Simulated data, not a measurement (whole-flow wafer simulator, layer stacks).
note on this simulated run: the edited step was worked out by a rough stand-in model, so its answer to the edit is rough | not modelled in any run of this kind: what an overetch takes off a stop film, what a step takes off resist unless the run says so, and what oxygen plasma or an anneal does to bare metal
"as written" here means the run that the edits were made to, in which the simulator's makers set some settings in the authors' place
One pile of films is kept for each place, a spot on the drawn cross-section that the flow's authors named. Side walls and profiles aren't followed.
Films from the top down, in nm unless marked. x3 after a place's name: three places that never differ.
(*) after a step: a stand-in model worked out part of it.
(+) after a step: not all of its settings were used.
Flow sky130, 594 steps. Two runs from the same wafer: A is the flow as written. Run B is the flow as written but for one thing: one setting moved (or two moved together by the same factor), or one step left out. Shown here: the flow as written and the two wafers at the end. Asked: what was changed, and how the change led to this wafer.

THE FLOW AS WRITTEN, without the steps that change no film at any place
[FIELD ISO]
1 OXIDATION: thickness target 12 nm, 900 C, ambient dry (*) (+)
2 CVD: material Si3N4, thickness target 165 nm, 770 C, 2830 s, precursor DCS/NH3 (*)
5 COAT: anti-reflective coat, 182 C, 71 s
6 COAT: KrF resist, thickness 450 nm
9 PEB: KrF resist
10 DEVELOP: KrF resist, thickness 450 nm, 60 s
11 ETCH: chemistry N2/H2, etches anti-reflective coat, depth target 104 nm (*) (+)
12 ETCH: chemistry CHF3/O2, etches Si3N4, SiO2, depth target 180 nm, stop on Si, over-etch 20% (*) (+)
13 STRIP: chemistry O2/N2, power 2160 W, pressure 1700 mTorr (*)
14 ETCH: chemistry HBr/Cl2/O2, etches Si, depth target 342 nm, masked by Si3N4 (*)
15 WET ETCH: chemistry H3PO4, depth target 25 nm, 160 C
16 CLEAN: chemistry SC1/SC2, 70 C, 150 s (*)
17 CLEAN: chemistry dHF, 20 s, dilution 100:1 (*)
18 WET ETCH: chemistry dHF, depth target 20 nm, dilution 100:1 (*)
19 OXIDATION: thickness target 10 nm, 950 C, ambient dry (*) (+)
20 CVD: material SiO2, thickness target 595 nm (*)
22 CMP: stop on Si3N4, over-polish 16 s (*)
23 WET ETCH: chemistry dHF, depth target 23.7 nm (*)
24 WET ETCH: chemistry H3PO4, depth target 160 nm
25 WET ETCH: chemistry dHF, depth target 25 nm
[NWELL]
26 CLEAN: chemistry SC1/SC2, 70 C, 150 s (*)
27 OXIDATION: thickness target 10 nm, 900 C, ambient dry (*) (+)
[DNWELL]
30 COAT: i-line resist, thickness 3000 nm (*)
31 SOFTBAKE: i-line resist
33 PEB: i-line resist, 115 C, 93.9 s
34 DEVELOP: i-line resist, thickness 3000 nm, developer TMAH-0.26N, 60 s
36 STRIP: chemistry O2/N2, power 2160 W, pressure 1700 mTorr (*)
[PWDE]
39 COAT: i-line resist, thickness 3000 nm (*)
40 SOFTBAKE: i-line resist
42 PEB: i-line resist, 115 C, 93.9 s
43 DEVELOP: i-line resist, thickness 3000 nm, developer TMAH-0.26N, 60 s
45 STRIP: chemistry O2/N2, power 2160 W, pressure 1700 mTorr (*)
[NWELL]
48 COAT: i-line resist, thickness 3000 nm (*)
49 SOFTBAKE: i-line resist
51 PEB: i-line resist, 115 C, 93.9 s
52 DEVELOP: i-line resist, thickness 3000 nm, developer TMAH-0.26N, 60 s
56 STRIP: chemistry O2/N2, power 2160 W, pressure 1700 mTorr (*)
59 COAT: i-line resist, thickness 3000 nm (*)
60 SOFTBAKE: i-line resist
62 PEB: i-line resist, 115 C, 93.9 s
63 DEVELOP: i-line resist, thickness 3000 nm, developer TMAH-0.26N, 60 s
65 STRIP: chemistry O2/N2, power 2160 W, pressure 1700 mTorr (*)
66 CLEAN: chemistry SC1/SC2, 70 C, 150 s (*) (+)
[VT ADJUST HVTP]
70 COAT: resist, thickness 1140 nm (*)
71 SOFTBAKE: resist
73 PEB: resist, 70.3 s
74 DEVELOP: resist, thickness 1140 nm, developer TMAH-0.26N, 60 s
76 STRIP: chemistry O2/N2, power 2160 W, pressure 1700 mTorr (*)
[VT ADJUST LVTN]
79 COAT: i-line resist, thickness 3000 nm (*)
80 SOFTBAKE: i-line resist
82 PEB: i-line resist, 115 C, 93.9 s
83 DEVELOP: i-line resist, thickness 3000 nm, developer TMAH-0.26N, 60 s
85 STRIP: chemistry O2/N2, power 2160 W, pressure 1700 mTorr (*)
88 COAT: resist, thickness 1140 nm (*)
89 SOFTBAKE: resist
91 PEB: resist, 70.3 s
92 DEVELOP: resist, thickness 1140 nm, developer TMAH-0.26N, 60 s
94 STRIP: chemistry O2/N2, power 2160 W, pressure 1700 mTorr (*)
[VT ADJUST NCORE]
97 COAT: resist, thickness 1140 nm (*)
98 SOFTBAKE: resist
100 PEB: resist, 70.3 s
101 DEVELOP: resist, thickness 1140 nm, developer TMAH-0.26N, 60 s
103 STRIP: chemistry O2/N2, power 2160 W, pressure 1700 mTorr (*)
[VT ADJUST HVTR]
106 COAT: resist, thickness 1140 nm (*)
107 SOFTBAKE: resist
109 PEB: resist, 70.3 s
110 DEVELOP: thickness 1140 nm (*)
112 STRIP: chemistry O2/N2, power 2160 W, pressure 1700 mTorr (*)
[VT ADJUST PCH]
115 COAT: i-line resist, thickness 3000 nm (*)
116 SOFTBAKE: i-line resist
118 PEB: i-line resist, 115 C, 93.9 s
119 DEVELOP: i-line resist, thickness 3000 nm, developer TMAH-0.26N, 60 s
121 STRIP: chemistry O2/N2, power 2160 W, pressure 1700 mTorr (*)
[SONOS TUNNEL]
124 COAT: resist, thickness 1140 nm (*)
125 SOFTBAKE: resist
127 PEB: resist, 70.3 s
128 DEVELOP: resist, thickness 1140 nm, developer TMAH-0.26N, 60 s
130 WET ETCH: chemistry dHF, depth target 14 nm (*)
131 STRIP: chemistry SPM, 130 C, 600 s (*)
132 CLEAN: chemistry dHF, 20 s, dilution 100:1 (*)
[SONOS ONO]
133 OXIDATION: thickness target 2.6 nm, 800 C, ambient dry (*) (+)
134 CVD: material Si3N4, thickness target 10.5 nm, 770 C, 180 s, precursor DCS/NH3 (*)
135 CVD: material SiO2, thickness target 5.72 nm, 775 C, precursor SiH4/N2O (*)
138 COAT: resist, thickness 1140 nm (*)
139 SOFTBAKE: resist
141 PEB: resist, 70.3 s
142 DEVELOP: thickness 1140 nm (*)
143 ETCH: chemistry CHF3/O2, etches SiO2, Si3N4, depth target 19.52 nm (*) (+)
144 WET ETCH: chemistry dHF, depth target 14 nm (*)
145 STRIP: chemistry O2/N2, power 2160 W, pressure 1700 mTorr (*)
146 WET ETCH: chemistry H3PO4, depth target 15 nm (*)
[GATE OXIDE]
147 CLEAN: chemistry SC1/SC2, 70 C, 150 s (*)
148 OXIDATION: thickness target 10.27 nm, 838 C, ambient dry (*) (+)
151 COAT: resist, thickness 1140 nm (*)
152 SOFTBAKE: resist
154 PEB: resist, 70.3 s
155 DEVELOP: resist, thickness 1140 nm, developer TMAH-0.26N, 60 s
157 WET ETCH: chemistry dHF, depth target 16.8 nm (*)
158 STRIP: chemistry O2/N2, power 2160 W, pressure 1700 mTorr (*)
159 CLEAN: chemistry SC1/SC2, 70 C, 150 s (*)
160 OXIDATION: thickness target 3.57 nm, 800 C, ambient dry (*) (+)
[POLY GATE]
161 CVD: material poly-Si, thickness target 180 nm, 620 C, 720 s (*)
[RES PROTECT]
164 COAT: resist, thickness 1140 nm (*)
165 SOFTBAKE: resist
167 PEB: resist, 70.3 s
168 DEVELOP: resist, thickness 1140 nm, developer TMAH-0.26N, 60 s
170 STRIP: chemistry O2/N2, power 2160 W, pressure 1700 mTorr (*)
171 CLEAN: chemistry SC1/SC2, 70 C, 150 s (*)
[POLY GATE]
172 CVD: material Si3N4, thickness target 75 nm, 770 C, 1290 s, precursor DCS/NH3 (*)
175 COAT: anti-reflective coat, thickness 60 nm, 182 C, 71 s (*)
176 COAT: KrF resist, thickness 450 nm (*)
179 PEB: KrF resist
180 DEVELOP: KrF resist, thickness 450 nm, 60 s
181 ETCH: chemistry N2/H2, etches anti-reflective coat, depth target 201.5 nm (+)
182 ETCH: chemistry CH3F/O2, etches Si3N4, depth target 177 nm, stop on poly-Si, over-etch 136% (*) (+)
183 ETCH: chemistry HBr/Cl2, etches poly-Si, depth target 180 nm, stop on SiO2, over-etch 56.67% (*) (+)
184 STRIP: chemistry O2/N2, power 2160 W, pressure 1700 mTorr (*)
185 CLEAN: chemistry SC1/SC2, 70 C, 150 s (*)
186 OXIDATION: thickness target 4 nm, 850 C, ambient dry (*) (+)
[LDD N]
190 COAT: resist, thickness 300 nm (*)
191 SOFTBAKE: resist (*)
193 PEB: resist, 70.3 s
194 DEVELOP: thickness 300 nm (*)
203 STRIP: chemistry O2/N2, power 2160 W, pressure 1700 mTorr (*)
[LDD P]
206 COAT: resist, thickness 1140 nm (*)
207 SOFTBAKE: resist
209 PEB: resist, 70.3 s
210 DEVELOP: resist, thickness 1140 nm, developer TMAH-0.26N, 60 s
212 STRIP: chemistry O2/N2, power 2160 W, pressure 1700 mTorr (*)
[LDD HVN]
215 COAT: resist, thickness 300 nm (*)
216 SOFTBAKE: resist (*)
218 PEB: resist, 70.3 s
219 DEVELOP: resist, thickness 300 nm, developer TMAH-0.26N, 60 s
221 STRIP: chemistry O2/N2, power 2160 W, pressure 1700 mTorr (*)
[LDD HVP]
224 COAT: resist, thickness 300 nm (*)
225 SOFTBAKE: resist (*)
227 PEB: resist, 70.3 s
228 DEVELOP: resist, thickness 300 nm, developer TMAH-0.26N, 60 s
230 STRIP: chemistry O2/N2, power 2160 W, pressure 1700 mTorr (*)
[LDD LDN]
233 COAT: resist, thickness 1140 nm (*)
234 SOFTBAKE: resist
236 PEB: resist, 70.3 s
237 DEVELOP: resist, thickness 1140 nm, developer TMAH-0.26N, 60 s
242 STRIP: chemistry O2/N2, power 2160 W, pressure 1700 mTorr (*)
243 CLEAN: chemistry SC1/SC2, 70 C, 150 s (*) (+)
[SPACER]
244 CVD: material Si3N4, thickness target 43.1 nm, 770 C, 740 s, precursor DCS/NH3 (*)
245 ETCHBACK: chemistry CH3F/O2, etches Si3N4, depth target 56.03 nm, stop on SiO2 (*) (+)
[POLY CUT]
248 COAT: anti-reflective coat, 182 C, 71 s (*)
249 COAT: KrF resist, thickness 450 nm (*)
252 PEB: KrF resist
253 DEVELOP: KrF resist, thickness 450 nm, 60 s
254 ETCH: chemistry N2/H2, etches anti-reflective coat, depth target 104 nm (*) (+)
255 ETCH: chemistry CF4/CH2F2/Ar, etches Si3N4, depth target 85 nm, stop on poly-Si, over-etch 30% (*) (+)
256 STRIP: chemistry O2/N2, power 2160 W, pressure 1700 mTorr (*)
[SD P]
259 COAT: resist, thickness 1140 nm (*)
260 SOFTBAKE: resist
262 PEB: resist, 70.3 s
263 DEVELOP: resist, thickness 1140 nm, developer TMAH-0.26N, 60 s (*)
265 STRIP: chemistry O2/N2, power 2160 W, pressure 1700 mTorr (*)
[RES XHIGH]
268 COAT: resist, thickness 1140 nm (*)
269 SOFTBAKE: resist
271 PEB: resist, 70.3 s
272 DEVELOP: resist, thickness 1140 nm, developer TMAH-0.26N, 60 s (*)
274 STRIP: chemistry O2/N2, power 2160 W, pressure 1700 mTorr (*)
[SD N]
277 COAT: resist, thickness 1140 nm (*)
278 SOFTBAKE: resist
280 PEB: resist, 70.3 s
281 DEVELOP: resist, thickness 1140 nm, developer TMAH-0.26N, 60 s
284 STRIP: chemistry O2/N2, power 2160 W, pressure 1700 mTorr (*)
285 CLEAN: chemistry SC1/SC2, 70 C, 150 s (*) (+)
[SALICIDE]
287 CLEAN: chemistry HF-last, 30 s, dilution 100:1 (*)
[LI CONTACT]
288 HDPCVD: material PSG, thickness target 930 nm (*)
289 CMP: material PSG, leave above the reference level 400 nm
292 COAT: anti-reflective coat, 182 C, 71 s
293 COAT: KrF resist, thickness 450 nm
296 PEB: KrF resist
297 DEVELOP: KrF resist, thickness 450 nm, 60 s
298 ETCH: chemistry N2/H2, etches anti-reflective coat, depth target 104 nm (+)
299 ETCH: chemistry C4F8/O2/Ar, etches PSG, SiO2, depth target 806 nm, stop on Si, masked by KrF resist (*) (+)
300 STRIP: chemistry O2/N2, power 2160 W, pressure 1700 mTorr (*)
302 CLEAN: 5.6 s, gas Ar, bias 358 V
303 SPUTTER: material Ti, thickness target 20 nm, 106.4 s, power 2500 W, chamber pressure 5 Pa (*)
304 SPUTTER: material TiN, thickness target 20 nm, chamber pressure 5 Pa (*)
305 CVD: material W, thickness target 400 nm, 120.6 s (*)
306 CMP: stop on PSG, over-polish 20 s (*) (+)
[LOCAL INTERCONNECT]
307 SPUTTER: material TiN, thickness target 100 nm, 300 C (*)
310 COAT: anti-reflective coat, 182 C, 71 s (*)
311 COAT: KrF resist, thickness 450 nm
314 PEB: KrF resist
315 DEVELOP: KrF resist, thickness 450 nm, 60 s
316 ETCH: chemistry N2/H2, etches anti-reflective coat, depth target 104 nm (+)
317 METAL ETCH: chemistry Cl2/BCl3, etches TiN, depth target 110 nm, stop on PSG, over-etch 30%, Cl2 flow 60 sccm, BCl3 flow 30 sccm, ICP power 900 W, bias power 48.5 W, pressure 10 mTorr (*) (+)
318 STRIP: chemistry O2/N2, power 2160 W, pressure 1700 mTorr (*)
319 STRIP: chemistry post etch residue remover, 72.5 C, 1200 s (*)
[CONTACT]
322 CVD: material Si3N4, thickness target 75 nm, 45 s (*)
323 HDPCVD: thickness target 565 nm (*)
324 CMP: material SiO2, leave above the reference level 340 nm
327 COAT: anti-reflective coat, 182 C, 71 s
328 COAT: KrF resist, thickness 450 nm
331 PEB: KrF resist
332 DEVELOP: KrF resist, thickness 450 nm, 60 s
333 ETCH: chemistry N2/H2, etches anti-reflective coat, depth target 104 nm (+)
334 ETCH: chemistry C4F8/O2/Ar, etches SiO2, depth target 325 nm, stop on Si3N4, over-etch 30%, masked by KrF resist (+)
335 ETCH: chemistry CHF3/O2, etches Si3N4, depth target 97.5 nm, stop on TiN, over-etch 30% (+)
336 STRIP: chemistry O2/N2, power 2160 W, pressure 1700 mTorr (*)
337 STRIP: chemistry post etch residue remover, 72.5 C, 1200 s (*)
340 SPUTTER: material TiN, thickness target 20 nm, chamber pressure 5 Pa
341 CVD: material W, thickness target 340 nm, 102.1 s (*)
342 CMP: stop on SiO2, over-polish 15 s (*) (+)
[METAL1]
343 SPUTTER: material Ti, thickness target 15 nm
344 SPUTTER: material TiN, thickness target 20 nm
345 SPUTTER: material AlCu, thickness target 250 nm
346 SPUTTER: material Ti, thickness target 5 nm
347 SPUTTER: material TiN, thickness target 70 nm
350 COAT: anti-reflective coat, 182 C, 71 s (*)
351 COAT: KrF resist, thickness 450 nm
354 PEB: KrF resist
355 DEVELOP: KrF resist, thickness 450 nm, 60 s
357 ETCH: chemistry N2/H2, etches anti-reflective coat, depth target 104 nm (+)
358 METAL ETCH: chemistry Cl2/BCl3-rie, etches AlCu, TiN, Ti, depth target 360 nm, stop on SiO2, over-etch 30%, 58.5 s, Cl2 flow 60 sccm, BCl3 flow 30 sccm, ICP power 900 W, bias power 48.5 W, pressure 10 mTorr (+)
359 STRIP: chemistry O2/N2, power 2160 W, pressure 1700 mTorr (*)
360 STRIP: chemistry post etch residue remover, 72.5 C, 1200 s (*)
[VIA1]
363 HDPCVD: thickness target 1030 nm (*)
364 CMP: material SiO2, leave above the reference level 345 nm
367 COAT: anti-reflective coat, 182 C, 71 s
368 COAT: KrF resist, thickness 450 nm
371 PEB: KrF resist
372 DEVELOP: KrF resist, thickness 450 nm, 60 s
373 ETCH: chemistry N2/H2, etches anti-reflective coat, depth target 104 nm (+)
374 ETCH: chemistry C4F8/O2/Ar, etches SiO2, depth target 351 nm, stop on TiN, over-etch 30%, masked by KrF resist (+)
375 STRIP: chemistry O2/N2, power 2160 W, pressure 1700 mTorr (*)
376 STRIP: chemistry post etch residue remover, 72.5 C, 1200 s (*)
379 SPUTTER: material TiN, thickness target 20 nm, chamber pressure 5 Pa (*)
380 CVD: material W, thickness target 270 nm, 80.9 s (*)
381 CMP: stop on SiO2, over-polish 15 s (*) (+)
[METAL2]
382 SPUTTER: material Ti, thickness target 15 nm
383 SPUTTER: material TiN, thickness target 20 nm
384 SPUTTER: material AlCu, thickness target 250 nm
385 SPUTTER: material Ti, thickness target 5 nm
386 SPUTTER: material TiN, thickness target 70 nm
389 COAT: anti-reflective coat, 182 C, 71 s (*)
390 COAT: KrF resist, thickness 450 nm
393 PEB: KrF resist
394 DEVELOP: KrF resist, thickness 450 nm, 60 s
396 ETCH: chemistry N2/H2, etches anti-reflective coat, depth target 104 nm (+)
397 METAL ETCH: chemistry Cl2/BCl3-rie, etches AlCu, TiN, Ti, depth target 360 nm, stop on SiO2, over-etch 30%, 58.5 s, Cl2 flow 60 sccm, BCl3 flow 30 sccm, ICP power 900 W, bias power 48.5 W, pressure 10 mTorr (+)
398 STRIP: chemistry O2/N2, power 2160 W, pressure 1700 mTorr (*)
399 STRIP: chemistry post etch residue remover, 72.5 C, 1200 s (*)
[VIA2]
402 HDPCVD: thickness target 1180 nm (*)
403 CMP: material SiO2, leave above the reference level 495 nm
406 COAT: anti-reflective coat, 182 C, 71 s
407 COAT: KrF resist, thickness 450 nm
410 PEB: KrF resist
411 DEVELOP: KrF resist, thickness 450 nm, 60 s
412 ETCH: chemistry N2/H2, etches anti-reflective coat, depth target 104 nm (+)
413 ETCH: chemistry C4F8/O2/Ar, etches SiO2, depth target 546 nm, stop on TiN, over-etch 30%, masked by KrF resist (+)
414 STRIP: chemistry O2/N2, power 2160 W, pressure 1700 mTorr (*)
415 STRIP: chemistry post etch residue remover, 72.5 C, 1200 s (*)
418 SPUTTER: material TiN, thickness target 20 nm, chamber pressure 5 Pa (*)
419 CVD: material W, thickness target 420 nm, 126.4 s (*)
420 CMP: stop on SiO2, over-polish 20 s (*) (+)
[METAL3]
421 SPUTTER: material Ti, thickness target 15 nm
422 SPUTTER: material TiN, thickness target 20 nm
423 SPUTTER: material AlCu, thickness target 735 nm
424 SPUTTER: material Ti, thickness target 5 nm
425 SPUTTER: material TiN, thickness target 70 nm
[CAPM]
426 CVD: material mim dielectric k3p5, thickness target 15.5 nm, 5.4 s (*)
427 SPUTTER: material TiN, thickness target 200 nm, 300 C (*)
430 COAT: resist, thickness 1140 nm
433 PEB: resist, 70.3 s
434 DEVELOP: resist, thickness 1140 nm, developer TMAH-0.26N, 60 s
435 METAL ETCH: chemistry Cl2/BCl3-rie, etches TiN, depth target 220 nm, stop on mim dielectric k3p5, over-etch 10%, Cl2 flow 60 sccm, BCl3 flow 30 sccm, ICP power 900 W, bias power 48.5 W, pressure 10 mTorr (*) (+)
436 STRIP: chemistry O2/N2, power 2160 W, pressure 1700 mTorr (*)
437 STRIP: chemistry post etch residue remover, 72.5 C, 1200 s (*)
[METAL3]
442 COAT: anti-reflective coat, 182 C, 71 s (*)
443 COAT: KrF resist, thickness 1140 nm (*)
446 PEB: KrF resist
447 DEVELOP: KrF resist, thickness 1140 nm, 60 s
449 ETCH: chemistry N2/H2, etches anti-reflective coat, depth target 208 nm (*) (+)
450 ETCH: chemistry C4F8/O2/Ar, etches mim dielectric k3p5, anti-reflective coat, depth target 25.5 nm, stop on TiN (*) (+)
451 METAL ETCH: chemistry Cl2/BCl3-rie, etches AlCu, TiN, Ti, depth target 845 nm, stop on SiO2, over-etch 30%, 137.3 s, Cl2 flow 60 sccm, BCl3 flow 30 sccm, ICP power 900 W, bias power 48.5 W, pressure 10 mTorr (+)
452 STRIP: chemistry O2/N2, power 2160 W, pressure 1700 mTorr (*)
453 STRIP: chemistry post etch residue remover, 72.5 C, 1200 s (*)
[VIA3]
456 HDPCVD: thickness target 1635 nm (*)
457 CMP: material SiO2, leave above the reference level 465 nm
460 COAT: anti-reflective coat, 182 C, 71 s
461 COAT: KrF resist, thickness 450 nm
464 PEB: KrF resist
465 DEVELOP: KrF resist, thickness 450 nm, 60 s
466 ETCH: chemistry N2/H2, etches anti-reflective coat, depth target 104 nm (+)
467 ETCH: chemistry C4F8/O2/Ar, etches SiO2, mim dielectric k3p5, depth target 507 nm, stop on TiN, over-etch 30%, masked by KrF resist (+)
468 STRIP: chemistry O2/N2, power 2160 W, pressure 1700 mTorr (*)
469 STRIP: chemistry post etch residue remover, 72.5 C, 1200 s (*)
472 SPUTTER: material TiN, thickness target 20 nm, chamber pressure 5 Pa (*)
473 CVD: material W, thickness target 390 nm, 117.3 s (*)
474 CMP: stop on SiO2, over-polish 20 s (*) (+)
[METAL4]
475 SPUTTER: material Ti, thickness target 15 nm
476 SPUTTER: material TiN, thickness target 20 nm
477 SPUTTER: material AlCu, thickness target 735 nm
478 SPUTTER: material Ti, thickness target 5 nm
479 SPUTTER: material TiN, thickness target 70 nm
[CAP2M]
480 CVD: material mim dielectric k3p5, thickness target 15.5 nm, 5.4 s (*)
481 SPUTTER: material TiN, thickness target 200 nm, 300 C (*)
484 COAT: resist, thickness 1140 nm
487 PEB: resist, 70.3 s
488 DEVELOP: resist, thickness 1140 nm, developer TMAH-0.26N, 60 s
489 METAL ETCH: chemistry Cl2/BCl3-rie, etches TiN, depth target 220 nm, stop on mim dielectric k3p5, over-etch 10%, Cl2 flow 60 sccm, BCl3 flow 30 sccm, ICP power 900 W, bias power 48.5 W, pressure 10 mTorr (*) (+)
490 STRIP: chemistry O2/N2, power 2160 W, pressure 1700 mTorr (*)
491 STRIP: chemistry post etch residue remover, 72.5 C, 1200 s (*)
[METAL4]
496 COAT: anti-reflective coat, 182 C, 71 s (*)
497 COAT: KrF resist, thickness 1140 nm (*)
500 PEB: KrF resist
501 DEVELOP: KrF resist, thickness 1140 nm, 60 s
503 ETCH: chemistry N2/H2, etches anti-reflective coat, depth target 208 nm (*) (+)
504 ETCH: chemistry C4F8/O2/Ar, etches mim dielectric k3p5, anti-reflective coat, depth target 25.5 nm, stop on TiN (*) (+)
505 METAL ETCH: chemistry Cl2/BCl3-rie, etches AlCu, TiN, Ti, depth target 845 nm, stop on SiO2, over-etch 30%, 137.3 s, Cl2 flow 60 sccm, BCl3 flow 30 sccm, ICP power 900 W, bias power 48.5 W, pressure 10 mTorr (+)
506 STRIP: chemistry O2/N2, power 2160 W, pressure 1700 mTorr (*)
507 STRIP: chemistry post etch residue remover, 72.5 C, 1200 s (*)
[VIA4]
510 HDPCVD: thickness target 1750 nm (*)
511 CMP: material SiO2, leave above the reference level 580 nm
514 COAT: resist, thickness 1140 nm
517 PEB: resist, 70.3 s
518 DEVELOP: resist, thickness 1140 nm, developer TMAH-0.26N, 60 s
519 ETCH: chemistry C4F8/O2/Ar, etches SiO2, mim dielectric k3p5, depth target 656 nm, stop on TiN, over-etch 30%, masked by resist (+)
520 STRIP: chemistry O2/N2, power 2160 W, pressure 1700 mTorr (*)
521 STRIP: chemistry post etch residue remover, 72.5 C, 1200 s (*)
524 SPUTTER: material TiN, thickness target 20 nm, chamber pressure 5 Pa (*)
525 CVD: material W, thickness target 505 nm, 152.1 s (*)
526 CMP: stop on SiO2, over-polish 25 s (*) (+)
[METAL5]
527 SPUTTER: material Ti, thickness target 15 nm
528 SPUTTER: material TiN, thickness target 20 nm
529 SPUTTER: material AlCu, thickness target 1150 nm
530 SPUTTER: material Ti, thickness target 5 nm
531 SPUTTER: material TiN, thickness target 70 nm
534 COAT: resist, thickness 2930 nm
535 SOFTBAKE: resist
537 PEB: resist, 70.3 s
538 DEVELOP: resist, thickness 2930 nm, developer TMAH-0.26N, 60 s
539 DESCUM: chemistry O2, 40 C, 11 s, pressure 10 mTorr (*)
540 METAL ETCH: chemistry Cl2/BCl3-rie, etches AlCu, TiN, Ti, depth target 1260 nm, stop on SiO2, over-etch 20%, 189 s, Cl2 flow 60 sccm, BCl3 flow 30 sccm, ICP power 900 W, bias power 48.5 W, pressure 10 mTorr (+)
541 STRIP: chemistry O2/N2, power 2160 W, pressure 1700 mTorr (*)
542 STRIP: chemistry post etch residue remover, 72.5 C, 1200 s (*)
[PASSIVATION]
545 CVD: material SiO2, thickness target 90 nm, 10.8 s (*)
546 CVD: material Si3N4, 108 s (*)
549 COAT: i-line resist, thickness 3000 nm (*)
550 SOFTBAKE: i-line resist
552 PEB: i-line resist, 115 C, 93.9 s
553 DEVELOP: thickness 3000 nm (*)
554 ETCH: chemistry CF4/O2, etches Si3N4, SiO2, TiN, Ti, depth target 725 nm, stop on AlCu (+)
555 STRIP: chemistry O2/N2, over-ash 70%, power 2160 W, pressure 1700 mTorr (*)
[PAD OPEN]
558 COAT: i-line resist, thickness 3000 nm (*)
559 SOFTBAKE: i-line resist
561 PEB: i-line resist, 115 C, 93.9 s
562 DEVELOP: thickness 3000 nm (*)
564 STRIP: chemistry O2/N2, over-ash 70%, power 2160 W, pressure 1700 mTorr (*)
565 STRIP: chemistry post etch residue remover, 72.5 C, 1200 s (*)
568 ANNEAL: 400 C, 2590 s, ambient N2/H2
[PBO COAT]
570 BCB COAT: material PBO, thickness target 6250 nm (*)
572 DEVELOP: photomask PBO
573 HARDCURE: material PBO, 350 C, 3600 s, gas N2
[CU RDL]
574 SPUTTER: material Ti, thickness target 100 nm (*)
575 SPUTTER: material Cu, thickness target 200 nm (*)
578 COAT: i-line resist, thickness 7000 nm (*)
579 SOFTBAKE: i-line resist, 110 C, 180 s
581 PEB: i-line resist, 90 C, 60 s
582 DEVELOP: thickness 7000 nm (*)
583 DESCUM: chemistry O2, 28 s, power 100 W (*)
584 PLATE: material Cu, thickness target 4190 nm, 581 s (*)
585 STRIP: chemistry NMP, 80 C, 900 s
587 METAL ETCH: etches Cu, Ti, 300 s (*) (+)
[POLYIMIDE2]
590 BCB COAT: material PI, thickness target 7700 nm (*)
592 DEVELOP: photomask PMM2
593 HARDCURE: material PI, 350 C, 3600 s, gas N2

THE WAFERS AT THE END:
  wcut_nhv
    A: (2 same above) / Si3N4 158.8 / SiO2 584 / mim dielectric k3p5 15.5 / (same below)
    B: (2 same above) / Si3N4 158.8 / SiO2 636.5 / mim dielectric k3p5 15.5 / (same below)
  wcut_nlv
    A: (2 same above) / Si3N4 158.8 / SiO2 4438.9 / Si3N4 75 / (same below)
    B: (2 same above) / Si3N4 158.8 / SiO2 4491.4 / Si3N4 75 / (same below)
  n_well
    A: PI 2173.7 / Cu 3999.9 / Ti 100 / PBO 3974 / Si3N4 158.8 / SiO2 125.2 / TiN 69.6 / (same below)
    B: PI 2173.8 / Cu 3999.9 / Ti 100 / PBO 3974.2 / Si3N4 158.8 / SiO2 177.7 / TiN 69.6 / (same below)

The cause: step 545, CVD: thickness target 129 nm was run, where the flow has thickness target 90 nm; step 545, CVD: 15.4 s was run, where the flow has 10.8 s.

How the change led to this, step by step:
  545 CVD: material SiO2, thickness target 90 nm, 10.8 s (*)
      field, active, gate and 175 more: A SiO2 +125.2 | B SiO2 +177.7
      n_well, p_well, sd_n and 12 more: A SiO2 +125.2 (new film) | B SiO2 +177.7 (new film)
  550 SOFTBAKE: i-line resist
      gate_p_lvt, iso_guard_hv_nw: A i-line resist +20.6 | B i-line resist +22.1
      active: A i-line resist +12 | B i-line resist +13.1
      (and at 57 more places)
  554 ETCH: chemistry CF4/O2, etches Si3N4, SiO2, TiN, Ti, depth target 725 nm, stop on AlCu (+)
      field, active, n_well and 189 more: A i-line resist -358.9 | B i-line resist -411.4
      pad: A Si3N4 -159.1 (all of it), SiO2 -125.2 (all of it), TiN -69.6 (all of it), Ti -5 (all of it) | B Si3N4 -159.1 (all of it), SiO2 -177.7 (all of it), TiN -69.6 (all of it), Ti -5 (all of it)
  555 STRIP: chemistry O2/N2, over-ash 70%, power 2160 W, pressure 1700 mTorr (*)
      gate_hv, dice_street, iso_guard and 83 more: A i-line resist -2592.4 (all of it) | B i-line resist -2539.9 (all of it)
      n_well, p_well, sd_n, sd_p: A i-line resist -1340.8 (all of it) | B i-line resist -1288.3 (all of it)
      (and at 29 more places)
  558 COAT: i-line resist, thickness 3000 nm (*)
      pad: A i-line resist +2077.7 (new film) | B i-line resist +2130.5 (new film)
  559 SOFTBAKE: i-line resist
      gate_p_lvt, iso_guard_hv_nw: A i-line resist +20.6 | B i-line resist +22.1
      field: A i-line resist +12.5 | B i-line resist +13.7
      (and at 64 more places)
  561 PEB: i-line resist, 115 C, 93.9 s
      pad: A i-line resist -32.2 | B i-line resist -33.1
  562 DEVELOP: thickness 3000 nm (*)
      pad: A i-line resist -2045.5 (all of it) | B i-line resist -2097.4 (all of it)
  578 COAT: i-line resist, thickness 7000 nm (*)
      pad: A i-line resist +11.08 um (new film) | B i-line resist +11.14 um (new film)
  579 SOFTBAKE: i-line resist, 110 C, 180 s
      rpo_hd_licon, mim2: A i-line resist -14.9 | B i-line resist -15.6
      mim: A i-line resist -16.8 | B i-line resist -17.7
      (and at 27 more places)
  582 DEVELOP: thickness 7000 nm (*)
      pad: A i-line resist -11.08 um (all of it) | B i-line resist -11.14 um (all of it)
